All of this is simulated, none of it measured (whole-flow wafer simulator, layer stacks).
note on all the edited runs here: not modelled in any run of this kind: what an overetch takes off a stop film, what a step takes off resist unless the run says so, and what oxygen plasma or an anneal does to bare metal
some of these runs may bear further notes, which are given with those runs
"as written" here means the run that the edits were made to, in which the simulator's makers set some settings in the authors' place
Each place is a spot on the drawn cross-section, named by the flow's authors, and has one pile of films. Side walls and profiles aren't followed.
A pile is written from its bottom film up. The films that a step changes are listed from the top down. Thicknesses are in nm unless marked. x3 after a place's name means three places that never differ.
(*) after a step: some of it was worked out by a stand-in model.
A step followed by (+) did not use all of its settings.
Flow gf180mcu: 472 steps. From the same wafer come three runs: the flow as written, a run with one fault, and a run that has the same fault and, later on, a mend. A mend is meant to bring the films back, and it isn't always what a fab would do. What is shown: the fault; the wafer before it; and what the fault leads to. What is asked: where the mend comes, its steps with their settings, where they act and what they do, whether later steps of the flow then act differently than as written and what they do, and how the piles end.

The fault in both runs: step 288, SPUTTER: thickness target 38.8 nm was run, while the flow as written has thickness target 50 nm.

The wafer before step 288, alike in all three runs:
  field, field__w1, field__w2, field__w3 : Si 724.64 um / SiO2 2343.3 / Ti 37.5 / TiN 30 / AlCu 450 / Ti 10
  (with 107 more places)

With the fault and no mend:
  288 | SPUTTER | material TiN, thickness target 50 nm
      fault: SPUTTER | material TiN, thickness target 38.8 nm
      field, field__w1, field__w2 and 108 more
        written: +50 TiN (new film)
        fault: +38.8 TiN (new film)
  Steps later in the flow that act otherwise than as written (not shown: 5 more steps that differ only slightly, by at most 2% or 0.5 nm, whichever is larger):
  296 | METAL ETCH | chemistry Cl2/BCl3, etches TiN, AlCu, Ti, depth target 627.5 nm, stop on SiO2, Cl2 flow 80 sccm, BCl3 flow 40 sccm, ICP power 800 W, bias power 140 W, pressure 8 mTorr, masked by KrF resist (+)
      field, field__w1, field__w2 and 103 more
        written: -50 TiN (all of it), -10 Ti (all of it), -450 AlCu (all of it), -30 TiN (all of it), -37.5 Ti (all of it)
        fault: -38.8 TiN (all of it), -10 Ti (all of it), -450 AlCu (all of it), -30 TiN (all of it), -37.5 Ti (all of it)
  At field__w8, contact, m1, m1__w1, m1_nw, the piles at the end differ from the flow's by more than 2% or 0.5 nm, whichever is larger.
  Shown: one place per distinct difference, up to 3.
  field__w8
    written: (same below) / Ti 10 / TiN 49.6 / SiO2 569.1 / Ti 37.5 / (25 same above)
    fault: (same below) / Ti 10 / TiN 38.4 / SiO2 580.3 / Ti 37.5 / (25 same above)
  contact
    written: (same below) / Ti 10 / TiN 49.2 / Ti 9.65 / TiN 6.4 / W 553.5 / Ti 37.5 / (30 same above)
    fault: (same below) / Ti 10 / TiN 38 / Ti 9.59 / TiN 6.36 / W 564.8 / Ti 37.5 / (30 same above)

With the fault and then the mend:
  After step 295 comes the mend.
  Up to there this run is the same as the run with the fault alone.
  295a | STRIP | chemistry O2/N2, power 2160 W, pressure 1700 mTorr (*)
      field__w8, contact, m1, m1__w1, m1_nw
        -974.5 KrF resist (all of it)
  295b | SPUTTER | material TiN, thickness target 11.2 nm (the flow's step 288, run once more with other settings)
      field, field__w1, field__w2 and 108 more
        +11.2 TiN
  295c | HMDS | 120 C, 60 s (the flow's step 290, run once more)
      leaves every film unchanged at each place that is followed
  295d | COAT | KrF resist, thickness 1000 nm (the flow's step 291, run once more)
      field, field__w1, field__w2 and 108 more
        +1000 KrF resist (new film)
  295e | SOFTBAKE | KrF resist (the flow's step 292, run once more)
      leaves every film unchanged at each place that is followed
  295f | EXPOSE | photomask Metal2 (the flow's step 293, run once more)
      leaves every film unchanged at each place that is followed
  295g | PEB | KrF resist, 135 C, 90 s (the flow's step 294, run once more)
      field, field__w1, field__w2 and 108 more
        -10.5 KrF resist
  295h | DEVELOP | thickness 1000 nm, 60 s (the flow's step 295, run once more)
      field, field__w1, field__w2 and 103 more
        -989.5 KrF resist (all of it)
      field__w8, contact, m1, m1__w1, m1_nw
        -14.9 KrF resist
  Later steps of the flow that are run all act as written at every place that is followed.
  At every place that both follow, the piles at the end match the flow's.
